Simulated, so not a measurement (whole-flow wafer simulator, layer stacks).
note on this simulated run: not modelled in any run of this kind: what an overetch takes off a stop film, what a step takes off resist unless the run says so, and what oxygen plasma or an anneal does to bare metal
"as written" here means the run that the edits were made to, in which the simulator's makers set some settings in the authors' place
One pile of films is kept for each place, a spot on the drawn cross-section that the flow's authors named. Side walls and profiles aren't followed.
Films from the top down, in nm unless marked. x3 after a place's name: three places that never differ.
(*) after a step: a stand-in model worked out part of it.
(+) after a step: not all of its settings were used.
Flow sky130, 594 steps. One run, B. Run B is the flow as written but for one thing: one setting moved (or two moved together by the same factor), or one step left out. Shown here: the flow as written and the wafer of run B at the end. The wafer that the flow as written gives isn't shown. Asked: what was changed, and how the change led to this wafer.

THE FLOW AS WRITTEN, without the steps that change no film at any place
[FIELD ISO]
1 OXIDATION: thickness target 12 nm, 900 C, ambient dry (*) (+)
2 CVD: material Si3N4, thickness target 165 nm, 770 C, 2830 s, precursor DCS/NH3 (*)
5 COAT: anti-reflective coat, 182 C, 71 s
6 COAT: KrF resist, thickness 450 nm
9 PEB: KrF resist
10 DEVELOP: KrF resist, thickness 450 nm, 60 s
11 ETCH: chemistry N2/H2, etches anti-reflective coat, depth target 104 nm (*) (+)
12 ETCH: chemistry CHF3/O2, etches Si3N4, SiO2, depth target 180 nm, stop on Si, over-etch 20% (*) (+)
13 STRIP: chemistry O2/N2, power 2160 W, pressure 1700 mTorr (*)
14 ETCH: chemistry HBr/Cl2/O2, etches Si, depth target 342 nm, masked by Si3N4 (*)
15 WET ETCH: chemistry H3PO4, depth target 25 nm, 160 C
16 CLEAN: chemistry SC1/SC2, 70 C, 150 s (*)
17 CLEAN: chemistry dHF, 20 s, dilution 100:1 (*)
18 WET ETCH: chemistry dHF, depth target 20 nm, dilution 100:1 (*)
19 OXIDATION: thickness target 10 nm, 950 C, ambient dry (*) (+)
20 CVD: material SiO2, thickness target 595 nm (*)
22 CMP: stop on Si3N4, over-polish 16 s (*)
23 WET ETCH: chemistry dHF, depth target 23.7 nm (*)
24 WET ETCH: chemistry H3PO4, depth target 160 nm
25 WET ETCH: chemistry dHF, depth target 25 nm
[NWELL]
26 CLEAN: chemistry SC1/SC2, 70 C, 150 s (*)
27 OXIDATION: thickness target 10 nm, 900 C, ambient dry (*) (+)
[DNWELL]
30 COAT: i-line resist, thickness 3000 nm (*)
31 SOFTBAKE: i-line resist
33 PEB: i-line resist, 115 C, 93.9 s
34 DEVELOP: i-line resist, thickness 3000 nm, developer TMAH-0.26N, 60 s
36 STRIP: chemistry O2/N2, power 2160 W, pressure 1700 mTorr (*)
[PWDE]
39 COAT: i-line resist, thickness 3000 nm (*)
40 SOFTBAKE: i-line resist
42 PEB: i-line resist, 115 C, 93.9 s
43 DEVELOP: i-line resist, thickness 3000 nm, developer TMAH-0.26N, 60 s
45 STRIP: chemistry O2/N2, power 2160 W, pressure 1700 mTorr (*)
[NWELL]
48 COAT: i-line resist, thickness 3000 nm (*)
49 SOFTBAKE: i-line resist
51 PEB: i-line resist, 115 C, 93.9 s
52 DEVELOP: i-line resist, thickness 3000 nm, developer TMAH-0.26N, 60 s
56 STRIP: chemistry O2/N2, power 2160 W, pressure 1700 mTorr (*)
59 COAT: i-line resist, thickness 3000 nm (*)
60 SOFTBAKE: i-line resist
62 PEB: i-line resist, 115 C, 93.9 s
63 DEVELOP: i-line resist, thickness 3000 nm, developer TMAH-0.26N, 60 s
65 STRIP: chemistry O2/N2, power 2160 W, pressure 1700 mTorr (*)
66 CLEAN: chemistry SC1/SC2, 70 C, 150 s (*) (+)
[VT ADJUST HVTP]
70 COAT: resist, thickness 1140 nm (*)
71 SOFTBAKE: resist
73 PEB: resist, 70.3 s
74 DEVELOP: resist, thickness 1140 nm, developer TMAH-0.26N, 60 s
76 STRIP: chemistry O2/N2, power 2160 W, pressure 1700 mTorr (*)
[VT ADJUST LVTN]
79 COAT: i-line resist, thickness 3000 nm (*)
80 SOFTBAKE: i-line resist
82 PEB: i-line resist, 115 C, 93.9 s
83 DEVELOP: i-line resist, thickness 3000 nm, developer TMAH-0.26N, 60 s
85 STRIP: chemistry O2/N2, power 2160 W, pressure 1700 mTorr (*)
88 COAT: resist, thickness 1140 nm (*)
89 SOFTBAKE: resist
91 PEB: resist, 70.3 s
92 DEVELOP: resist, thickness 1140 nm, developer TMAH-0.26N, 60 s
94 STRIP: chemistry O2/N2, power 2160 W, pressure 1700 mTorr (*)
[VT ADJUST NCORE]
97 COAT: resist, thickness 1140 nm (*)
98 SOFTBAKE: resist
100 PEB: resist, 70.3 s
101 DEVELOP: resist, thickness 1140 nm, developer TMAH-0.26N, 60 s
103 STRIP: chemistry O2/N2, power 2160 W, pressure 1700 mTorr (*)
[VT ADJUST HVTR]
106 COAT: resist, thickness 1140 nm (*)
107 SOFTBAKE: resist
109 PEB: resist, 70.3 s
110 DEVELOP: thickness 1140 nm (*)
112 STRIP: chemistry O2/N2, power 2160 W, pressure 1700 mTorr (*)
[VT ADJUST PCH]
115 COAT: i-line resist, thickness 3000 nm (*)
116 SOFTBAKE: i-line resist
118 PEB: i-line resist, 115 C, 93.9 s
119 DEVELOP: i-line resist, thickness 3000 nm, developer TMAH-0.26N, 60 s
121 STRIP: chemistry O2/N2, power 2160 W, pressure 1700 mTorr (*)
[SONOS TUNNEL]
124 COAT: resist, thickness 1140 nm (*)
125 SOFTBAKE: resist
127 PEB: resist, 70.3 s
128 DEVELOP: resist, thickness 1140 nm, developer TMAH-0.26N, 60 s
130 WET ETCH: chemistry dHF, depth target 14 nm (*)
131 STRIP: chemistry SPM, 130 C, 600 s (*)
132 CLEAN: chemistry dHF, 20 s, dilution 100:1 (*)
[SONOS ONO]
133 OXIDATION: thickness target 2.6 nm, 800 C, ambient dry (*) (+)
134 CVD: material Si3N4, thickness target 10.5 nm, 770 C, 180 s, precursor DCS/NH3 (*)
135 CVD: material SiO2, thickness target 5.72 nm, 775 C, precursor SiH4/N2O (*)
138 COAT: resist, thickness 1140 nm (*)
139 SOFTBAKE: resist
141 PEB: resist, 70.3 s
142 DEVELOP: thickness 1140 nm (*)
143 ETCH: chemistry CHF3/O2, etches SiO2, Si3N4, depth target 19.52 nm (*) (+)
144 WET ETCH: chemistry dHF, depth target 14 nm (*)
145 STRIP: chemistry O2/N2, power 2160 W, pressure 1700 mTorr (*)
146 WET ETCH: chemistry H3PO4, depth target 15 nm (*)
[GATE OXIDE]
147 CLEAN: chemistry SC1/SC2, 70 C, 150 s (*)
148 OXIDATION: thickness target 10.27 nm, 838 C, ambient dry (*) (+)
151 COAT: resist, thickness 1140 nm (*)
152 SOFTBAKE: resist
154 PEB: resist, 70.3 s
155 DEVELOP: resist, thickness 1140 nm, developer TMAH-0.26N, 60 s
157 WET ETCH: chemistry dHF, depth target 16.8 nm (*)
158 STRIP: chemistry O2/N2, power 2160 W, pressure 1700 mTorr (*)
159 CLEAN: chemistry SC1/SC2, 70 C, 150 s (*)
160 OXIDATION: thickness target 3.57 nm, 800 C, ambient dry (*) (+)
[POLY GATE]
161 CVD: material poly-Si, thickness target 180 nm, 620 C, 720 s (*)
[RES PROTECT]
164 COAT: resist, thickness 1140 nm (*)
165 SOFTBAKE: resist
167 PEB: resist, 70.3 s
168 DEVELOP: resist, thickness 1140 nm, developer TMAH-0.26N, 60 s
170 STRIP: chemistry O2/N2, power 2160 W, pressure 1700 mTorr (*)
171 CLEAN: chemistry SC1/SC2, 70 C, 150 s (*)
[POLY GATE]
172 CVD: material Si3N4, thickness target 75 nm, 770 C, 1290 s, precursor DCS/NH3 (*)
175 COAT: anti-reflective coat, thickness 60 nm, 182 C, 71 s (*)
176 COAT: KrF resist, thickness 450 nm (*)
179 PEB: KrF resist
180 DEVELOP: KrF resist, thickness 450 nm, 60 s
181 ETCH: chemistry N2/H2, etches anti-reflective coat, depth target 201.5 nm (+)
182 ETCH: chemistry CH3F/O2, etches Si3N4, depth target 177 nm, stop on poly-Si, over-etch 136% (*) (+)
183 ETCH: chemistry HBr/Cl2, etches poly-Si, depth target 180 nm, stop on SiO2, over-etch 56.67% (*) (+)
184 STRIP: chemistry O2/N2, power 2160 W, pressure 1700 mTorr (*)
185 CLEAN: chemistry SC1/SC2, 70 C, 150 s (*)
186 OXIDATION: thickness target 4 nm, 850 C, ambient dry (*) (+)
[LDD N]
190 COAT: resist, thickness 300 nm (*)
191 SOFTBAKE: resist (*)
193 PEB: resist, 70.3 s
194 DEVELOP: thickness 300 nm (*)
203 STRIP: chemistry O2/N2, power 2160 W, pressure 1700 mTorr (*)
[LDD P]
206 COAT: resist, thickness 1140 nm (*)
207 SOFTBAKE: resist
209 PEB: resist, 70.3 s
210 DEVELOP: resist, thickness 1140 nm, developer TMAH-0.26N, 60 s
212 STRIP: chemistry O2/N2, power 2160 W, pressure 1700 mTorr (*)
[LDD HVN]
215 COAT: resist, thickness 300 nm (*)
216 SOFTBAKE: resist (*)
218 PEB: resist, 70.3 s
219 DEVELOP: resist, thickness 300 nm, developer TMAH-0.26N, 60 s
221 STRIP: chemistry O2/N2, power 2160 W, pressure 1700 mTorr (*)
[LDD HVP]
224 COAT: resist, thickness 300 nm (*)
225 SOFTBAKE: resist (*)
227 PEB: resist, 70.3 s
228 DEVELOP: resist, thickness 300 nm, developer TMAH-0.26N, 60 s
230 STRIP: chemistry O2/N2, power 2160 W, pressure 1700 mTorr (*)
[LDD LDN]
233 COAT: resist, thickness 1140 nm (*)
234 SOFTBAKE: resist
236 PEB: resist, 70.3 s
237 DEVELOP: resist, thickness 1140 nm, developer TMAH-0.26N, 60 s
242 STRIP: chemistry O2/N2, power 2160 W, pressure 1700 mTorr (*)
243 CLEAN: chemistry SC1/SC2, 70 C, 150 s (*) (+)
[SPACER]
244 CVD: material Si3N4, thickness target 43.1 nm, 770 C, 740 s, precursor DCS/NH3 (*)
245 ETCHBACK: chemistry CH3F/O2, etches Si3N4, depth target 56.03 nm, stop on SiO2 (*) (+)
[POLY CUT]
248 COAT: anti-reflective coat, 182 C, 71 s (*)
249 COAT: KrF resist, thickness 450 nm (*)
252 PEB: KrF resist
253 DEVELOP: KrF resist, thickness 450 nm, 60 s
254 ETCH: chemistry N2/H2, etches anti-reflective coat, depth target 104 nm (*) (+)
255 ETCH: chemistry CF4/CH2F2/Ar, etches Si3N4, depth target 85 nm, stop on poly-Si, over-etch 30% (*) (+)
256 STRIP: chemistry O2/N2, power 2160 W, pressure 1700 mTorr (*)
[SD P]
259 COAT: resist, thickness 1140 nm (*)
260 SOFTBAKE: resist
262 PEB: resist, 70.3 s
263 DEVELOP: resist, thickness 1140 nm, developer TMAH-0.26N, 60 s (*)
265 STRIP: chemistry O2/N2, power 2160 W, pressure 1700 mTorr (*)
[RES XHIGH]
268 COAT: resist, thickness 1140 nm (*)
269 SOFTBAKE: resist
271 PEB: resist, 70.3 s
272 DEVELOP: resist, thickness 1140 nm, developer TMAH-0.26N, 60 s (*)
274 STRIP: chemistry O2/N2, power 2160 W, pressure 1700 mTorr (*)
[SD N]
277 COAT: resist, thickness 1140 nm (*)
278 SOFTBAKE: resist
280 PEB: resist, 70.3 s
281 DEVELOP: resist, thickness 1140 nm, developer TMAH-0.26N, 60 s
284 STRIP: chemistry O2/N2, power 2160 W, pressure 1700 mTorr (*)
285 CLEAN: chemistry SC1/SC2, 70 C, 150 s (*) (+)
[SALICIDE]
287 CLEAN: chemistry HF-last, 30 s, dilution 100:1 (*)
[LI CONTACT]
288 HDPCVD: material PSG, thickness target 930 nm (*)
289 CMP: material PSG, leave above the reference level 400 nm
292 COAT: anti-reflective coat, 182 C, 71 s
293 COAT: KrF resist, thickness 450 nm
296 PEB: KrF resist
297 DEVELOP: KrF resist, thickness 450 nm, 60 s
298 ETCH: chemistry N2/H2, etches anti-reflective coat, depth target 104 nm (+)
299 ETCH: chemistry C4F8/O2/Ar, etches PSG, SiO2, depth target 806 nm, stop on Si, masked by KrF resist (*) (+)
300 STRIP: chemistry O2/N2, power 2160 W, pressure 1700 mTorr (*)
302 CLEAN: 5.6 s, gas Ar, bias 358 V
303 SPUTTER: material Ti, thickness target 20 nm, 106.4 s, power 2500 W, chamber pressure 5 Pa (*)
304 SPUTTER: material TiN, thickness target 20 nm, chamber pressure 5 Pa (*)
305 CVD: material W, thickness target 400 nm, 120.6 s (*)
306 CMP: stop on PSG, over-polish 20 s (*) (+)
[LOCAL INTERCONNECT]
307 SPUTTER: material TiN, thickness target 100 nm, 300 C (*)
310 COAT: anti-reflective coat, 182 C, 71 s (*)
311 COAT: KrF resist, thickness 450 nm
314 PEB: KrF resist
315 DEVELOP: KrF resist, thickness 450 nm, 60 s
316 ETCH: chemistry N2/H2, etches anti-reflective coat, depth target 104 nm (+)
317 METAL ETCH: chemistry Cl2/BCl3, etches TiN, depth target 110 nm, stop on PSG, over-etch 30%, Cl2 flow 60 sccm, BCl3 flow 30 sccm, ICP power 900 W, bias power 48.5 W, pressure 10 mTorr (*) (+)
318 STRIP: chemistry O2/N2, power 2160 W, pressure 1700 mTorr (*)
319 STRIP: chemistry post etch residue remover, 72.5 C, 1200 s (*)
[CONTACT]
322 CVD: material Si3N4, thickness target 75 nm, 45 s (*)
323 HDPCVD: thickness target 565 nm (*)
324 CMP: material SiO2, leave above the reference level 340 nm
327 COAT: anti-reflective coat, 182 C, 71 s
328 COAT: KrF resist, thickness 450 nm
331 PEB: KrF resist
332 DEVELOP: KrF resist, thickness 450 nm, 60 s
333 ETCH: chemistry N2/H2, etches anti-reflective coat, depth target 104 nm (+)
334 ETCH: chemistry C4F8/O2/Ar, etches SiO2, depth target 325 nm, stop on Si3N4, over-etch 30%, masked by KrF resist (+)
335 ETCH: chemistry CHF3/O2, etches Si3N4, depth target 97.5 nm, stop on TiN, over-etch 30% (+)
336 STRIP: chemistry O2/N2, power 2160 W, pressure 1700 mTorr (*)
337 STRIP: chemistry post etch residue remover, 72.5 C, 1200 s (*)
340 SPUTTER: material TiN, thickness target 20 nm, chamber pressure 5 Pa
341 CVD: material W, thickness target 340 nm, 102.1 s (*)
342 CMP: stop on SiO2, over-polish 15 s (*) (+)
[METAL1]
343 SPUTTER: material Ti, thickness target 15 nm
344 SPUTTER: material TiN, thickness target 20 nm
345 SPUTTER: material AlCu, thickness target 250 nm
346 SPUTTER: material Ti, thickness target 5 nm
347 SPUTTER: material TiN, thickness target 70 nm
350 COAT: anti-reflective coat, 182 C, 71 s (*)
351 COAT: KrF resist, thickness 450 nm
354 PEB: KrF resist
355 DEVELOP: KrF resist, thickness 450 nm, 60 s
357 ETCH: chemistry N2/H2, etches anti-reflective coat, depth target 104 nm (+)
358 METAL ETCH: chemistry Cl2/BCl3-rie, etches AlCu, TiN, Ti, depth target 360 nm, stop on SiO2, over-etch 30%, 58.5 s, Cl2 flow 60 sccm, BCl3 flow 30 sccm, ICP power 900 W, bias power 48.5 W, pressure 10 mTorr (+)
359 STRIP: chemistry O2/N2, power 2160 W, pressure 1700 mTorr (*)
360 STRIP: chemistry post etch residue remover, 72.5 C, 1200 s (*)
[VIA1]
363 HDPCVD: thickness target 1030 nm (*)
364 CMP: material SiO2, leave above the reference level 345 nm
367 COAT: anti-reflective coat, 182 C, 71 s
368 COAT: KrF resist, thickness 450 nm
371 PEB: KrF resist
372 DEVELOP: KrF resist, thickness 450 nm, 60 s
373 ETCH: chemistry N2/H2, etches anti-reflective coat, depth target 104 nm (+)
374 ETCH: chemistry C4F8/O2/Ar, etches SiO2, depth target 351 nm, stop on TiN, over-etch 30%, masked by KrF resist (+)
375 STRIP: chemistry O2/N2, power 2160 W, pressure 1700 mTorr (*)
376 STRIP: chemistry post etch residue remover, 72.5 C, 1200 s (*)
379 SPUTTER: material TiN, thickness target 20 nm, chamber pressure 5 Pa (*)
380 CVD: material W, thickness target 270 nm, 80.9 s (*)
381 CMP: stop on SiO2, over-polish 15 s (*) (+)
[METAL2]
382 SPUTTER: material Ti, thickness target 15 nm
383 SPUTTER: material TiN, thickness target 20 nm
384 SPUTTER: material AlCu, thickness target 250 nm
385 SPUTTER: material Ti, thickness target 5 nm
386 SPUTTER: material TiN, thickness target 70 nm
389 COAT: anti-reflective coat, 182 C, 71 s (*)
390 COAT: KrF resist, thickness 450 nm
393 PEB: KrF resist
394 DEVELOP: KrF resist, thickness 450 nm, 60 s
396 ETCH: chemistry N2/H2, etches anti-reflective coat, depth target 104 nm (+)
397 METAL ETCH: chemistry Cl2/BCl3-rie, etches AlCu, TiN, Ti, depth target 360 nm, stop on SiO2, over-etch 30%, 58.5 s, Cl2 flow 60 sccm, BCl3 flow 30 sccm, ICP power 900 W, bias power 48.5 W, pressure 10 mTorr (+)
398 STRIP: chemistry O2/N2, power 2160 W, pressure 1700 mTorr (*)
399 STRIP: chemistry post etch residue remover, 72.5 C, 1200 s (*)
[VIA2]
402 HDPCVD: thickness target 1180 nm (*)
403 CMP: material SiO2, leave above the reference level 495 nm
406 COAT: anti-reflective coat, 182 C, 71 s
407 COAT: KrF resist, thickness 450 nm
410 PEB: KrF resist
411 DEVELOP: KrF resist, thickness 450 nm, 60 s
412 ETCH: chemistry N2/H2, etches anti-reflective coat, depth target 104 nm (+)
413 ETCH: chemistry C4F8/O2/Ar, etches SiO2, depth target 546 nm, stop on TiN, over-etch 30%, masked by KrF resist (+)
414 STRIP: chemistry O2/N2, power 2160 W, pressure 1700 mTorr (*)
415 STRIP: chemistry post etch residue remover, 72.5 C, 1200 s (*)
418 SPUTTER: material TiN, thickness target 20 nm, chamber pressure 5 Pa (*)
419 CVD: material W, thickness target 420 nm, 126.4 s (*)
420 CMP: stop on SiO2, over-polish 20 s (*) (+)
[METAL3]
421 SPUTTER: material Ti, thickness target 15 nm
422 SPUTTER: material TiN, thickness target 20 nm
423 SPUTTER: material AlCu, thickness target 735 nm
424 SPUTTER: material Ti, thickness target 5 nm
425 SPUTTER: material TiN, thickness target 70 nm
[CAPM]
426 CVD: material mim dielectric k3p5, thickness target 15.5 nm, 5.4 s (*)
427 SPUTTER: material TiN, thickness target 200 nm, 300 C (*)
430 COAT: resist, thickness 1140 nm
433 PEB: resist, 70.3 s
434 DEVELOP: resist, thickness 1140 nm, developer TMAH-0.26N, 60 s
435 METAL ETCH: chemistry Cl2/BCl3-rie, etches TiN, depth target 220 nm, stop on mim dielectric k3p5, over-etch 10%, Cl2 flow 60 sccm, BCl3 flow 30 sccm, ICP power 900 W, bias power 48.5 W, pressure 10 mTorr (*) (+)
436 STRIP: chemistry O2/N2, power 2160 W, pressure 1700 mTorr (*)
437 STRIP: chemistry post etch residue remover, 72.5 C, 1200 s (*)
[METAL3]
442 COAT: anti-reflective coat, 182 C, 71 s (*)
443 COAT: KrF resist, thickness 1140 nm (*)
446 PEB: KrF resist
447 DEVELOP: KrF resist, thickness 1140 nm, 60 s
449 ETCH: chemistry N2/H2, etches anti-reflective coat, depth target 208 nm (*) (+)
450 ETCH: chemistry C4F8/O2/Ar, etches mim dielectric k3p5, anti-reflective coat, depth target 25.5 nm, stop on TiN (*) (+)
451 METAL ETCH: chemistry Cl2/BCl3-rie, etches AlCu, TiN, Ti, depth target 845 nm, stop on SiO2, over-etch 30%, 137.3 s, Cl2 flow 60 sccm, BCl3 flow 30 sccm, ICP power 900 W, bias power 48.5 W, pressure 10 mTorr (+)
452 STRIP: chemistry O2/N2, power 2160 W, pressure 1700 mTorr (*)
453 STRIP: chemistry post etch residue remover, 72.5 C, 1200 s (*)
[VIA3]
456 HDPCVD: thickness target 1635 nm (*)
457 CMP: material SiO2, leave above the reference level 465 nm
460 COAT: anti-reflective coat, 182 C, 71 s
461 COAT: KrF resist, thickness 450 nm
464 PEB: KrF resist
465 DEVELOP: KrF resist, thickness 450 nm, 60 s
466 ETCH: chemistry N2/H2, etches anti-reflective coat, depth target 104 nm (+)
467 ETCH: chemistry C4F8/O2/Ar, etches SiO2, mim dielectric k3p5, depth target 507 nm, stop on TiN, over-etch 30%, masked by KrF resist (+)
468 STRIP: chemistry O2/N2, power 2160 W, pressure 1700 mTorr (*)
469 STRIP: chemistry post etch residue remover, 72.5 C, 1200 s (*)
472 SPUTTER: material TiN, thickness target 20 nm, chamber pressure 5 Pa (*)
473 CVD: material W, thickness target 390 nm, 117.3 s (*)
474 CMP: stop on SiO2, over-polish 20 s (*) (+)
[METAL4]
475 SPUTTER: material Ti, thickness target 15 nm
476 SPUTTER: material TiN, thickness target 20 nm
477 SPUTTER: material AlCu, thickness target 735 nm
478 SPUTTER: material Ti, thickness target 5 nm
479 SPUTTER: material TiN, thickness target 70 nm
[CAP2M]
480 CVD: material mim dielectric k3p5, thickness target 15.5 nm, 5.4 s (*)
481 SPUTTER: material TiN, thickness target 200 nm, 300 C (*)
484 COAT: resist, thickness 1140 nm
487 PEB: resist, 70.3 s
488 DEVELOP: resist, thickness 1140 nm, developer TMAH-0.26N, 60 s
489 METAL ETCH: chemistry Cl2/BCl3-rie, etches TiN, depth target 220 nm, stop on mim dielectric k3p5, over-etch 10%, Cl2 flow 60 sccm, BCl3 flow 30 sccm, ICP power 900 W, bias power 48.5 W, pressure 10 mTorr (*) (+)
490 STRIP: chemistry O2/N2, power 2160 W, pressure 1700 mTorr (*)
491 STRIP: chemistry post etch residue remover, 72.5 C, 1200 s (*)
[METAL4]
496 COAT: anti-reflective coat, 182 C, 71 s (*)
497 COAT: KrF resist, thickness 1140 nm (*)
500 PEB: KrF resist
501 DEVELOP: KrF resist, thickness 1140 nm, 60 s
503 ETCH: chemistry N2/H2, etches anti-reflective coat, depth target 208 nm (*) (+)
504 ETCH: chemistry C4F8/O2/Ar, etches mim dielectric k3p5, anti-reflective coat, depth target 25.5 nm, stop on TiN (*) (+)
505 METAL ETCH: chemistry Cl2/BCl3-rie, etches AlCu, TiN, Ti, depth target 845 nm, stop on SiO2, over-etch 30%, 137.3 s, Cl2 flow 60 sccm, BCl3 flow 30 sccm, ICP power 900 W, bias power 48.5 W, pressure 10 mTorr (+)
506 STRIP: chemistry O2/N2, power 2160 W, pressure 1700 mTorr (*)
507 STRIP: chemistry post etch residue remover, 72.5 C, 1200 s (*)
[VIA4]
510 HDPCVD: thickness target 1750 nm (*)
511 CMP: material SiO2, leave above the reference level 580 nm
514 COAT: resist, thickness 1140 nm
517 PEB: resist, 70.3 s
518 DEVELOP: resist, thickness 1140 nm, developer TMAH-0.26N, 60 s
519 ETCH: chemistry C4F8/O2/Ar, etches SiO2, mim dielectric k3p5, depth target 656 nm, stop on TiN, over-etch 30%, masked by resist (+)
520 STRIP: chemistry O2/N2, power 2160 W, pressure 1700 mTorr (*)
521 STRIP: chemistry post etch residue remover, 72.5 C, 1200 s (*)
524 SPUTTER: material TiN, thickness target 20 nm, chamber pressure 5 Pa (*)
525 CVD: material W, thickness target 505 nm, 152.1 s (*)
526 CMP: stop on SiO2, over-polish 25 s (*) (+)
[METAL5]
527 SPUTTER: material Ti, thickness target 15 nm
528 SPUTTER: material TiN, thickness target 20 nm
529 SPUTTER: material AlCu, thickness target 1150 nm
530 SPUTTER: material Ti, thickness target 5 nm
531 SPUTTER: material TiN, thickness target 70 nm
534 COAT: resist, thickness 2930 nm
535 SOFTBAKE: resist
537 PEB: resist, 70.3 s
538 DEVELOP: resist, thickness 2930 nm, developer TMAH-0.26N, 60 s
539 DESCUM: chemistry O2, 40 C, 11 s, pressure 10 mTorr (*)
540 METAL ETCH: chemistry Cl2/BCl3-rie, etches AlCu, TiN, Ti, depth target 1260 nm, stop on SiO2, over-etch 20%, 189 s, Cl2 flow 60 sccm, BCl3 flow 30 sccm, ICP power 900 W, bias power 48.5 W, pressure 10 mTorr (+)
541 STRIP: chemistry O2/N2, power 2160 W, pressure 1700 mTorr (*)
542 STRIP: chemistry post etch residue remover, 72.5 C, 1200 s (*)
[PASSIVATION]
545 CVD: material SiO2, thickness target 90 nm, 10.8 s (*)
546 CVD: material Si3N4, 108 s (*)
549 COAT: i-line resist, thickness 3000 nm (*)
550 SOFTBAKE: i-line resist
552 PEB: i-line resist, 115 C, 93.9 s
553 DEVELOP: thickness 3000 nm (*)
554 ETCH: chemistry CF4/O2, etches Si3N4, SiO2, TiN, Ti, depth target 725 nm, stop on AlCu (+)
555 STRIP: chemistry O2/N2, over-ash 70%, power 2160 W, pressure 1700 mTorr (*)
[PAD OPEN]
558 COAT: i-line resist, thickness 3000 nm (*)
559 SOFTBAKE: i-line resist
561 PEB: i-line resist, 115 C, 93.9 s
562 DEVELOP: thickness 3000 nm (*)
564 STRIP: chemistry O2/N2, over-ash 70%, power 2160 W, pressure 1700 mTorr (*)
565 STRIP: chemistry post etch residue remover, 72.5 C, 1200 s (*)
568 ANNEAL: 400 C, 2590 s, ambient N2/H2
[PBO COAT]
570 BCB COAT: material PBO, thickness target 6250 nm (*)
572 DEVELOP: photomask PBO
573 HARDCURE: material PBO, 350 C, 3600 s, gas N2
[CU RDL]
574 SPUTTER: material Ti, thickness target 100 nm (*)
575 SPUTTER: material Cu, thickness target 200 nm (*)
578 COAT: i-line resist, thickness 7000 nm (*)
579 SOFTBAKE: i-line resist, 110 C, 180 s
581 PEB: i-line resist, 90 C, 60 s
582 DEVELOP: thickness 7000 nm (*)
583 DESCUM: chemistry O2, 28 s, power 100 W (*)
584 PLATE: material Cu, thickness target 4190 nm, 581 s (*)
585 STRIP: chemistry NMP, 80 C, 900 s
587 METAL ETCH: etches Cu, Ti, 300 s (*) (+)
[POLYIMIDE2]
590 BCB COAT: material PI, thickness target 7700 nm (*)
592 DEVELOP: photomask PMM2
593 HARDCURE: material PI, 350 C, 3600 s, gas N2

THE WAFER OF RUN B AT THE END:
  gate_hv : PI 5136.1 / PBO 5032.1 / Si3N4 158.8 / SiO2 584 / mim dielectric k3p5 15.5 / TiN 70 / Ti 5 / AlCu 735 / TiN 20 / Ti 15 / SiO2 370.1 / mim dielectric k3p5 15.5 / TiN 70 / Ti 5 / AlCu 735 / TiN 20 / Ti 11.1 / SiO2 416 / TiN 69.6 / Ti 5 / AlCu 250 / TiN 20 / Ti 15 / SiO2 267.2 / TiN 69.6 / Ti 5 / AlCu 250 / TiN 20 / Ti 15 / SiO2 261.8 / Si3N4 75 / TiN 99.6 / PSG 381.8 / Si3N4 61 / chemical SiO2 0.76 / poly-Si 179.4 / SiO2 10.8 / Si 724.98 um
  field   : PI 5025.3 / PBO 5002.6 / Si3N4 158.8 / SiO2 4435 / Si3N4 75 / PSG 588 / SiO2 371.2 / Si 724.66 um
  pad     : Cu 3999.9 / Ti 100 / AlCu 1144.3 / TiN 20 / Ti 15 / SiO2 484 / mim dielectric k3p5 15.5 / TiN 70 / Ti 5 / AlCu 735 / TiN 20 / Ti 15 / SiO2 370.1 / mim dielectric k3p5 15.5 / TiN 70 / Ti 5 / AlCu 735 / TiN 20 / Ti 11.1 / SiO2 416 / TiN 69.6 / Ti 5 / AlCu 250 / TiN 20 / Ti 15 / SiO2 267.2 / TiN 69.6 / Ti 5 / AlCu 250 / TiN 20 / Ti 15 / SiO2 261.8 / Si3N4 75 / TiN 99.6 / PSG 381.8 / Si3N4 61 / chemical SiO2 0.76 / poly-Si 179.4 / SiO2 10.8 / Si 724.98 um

The cause: step 421, SPUTTER: thickness target 11.1 nm was run, where the flow has thickness target 15 nm.
It can be read off the wafer: gate_hv has Ti 11.1, and step 421 as written asks for 15 nm.

How the change led to this, step by step:
  421 SPUTTER: material Ti, thickness target 15 nm
      field, active, n_well and 188 more: Ti +11.1 (new film) (as written it would be: Ti +15 (new film))
  451 METAL ETCH: chemistry Cl2/BCl3-rie, etches AlCu, TiN, Ti, depth target 845 nm, stop on SiO2, over-etch 30%, 137.3 s, Cl2 flow 60 sccm, BCl3 flow 30 sccm, ICP power 900 W, bias power 48.5 W, pressure 10 mTorr (+)
      field, gate, spacer and 68 more: TiN -70 (all of it), Ti -5 (all of it), AlCu -735 (all of it), TiN -20 (all of it), Ti -11.1 (all of it), SiO2 -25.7 (as written it would be: TiN -70 (all of it), Ti -5 (all of it), AlCu -735 (all of it), TiN -20 (all of it), Ti -15 (all of it), SiO2 -25.4)
      active, vpp_ln, vpp_iso2 and 11 more: TiN -70 (all of it), Ti -5 (all of it), AlCu -735 (all of it), TiN -20 (all of it), Ti -11.1 (all of it), SiO2 -25.7 (as written it would be: TiN -70 (all of it), Ti -5 (all of it), AlCu -735 (all of it), TiN -20 (all of it), Ti -15 (all of it), SiO2 -25.3)
